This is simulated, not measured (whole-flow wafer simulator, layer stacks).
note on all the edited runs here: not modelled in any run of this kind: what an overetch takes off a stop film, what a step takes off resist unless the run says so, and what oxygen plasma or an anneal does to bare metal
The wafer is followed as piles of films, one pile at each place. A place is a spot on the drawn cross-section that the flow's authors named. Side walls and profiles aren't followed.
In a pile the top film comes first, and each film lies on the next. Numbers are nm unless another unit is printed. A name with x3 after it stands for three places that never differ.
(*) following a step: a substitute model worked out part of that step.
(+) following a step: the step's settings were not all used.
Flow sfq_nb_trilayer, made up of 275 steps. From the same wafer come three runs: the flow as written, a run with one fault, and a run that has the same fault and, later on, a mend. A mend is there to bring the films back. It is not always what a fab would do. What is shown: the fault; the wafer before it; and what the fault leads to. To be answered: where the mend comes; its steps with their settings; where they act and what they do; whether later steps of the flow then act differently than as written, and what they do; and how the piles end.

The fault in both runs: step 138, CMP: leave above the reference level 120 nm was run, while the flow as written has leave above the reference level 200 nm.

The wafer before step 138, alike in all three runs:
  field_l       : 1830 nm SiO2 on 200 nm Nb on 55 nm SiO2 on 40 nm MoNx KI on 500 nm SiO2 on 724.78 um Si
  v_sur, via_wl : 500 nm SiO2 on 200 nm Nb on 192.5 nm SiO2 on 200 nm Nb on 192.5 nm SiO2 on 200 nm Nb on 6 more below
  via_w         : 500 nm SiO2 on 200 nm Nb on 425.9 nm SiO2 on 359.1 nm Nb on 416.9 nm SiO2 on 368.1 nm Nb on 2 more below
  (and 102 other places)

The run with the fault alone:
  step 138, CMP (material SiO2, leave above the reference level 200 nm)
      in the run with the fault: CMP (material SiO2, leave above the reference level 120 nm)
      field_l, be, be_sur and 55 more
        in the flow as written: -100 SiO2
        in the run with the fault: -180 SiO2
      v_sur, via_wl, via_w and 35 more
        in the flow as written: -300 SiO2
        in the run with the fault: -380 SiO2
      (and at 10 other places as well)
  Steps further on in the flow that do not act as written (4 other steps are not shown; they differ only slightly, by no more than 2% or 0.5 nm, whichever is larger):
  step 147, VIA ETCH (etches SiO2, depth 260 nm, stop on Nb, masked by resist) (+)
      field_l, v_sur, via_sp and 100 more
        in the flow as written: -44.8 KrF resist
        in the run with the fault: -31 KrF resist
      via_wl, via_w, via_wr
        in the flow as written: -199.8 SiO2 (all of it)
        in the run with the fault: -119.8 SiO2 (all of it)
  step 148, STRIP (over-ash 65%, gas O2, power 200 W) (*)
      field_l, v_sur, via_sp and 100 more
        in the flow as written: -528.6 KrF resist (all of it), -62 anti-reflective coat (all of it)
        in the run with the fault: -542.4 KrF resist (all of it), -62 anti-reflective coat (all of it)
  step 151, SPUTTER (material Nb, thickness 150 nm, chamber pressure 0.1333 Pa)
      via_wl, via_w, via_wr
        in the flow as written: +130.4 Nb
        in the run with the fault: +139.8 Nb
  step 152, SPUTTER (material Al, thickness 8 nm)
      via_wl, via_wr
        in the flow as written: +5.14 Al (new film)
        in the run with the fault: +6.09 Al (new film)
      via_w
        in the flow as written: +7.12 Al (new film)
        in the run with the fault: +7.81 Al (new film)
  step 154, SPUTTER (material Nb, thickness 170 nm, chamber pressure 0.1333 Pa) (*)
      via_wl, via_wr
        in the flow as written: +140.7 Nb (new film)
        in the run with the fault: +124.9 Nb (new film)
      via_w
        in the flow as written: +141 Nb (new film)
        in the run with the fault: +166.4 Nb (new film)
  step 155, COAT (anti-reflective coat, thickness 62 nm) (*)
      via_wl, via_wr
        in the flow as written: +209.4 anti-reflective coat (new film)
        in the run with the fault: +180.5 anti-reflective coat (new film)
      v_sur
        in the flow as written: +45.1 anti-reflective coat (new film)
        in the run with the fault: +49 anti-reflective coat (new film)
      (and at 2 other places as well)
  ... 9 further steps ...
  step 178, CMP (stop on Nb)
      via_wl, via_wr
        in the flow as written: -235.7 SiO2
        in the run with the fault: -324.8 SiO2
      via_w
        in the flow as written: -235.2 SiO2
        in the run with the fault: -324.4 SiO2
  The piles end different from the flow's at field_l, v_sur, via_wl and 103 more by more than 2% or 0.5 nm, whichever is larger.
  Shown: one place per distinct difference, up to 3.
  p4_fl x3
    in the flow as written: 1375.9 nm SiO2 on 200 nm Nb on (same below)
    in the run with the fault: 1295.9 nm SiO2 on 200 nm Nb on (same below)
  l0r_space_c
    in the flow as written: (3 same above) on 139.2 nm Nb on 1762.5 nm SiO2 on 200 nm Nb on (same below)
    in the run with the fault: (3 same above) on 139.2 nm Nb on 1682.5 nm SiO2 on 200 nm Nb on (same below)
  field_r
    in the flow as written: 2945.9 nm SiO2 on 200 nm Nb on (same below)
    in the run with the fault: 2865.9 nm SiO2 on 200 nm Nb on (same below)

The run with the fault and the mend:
  The mend follows step 139.
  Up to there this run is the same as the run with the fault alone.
  step 139a, PECVD (material SiO2, thickness 80 nm, 150 C, 17.78 s, RF power 183.3 W, pressure 2.4 Torr, precursor SiH4/N2O) (the flow's step 137 again, with other settings)
      field_l, v_sur, via_wl and 103 more
        +80 SiO2
  Every later step of the flow that is run acts as written at every place that is followed.
  By the end, the piles equal the flow's at every place that both follow.
